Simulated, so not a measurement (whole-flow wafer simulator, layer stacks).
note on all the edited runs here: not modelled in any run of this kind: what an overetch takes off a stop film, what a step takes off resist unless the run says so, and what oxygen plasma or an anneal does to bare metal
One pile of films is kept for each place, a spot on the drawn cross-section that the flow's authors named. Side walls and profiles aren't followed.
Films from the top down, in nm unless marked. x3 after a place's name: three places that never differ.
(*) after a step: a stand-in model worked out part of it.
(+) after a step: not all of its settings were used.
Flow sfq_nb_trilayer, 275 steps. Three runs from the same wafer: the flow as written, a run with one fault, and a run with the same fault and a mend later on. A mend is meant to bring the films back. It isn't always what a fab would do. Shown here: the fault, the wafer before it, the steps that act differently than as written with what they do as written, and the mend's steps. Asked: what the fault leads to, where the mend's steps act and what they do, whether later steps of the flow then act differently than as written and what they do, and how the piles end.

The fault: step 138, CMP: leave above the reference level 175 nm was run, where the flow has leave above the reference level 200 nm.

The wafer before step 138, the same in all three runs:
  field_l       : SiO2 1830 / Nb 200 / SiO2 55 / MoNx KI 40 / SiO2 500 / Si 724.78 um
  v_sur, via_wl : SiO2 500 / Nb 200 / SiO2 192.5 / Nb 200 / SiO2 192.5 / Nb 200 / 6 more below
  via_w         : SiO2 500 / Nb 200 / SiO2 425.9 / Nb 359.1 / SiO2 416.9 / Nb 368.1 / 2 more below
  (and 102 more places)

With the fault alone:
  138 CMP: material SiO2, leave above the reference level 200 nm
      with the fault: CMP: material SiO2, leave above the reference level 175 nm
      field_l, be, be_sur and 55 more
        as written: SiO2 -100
        with the fault: SiO2 -125
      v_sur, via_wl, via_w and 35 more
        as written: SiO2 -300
        with the fault: SiO2 -325
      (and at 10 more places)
  Later steps of the flow that act differently than as written (6 more steps differ only slightly, by at most 2% or 0.5 nm, whichever is larger, and aren't shown):
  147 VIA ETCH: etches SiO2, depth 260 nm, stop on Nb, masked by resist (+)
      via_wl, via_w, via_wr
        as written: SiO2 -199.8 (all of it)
        with the fault: SiO2 -174.8 (all of it)
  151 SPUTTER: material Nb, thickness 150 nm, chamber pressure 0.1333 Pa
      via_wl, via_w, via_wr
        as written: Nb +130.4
        with the fault: Nb +133.3
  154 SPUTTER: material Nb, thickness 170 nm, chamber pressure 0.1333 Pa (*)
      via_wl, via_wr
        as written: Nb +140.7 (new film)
        with the fault: Nb +145 (new film)
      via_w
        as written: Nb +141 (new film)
        with the fault: Nb +145.4 (new film)
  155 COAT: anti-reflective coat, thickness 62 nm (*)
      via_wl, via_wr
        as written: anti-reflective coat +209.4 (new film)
        with the fault: anti-reflective coat +185.1 (new film)
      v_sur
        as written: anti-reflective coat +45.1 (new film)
        with the fault: anti-reflective coat +46.3 (new film)
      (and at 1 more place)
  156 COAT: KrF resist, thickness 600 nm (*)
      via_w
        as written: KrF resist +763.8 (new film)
        with the fault: KrF resist +740.1 (new film)
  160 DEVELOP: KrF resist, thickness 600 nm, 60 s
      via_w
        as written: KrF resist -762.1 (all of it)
        with the fault: KrF resist -738.5 (all of it)
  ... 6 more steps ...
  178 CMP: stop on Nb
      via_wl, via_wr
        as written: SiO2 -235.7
        with the fault: SiO2 -263.6
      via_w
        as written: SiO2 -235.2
        with the fault: SiO2 -263.1
  At the end the piles differ from the flow's by more than 2% or 0.5 nm, whichever is larger, at v_sur, via_wl, via_w and 18 more.
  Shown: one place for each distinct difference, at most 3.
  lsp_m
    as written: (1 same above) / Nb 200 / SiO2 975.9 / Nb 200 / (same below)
    with the fault: (1 same above) / Nb 200 / SiO2 950.9 / Nb 200 / (same below)
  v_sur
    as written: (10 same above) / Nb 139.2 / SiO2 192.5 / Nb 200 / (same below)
    with the fault: (10 same above) / Nb 139.2 / SiO2 167.5 / Nb 200 / (same below)
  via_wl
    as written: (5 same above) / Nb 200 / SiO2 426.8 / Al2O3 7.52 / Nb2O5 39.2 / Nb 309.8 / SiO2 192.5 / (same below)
    with the fault: (5 same above) / Nb 200 / SiO2 398.9 / Al2O3 7.6 / Nb2O5 39 / Nb 312.8 / SiO2 192.5 / (same below)

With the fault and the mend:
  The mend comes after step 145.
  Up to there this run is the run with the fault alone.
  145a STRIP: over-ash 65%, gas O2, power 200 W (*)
      field_l, v_sur, via_sp and 100 more
        KrF resist -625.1 (all of it), anti-reflective coat -62 (all of it)
      via_wl, via_w, via_wr
        anti-reflective coat -62 (all of it)
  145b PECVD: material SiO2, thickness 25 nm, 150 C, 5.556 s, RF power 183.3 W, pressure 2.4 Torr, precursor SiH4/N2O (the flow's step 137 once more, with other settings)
      field_l, v_sur, via_wl and 103 more
        SiO2 +25
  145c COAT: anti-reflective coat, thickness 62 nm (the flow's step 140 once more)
      field_l, v_sur, via_wl and 103 more
        anti-reflective coat +62 (new film)
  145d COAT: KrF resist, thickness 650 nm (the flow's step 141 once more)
      field_l, v_sur, via_wl and 103 more
        KrF resist +650 (new film)
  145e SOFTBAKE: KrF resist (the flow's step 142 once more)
      changes no film at any place that is followed
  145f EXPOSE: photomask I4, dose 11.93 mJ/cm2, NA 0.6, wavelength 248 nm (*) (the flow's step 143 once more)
      changes no film at any place that is followed
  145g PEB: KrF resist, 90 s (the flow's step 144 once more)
      field_l, v_sur, via_wl and 103 more
        KrF resist -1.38
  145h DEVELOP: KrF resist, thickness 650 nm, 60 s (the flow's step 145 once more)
      field_l, v_sur, via_sp and 100 more
        KrF resist -23.5
      via_wl, via_w, via_wr
        KrF resist -648.6 (all of it)
  No later step of the flow acts differently than as written, at any place that is followed, by more than 2% or 0.5 nm, whichever is larger.
  At the end the piles differ from the flow's only slightly at the places that both follow, by at most 2% or 0.5 nm, whichever is larger.
